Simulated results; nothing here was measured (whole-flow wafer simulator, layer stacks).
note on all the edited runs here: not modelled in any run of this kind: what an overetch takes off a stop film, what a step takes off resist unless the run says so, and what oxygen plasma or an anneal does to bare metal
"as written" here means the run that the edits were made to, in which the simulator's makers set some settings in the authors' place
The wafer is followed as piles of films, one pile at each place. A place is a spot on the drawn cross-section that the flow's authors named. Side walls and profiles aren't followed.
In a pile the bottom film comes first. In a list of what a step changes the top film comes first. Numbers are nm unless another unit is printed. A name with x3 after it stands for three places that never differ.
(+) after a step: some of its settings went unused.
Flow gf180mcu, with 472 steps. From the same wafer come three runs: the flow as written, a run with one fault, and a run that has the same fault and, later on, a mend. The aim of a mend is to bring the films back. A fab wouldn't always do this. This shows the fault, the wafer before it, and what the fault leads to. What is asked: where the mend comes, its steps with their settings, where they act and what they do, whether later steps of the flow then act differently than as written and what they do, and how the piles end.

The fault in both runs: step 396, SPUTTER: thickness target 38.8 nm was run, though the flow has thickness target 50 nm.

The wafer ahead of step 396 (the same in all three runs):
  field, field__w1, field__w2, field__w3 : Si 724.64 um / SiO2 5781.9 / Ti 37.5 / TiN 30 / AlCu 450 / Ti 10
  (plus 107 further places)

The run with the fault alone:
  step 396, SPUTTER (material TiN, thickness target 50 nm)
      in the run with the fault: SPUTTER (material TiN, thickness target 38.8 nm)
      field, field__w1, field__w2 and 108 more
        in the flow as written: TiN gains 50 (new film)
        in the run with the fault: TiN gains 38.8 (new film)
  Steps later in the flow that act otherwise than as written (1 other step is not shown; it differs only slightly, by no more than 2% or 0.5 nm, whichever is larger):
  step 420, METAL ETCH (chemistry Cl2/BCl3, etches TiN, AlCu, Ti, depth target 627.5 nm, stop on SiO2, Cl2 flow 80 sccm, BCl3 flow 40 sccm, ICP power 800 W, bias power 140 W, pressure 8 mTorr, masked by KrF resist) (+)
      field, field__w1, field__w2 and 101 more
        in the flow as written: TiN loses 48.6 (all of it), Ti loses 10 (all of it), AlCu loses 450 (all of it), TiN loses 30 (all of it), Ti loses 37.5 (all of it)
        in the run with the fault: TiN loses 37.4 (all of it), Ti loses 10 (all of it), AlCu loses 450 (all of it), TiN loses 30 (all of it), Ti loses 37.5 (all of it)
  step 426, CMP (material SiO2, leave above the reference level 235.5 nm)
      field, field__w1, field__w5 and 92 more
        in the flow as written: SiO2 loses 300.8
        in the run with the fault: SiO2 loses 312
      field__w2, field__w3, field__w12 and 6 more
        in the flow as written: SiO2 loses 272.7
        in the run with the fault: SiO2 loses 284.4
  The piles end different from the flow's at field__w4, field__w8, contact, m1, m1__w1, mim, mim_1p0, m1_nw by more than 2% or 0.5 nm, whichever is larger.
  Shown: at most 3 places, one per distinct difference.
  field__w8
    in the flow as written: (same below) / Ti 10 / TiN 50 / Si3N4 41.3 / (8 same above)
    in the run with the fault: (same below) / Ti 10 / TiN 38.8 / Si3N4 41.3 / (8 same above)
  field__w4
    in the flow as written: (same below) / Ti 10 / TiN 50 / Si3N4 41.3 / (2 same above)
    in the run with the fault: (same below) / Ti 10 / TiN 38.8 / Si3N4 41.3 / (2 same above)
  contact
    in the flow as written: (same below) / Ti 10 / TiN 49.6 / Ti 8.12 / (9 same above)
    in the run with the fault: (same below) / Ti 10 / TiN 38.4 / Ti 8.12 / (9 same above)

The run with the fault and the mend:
  The mend follows step 396.
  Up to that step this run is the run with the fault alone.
  step 396a, SPUTTER (material TiN, thickness target 11.2 nm) (the flow's step 396 again, with other settings)
      field, field__w1, field__w2 and 108 more
        TiN gains 11.2
  Later steps of the flow that are run all act as written at every place that is followed.
  By the end, the piles equal the flow's at every place that both follow.
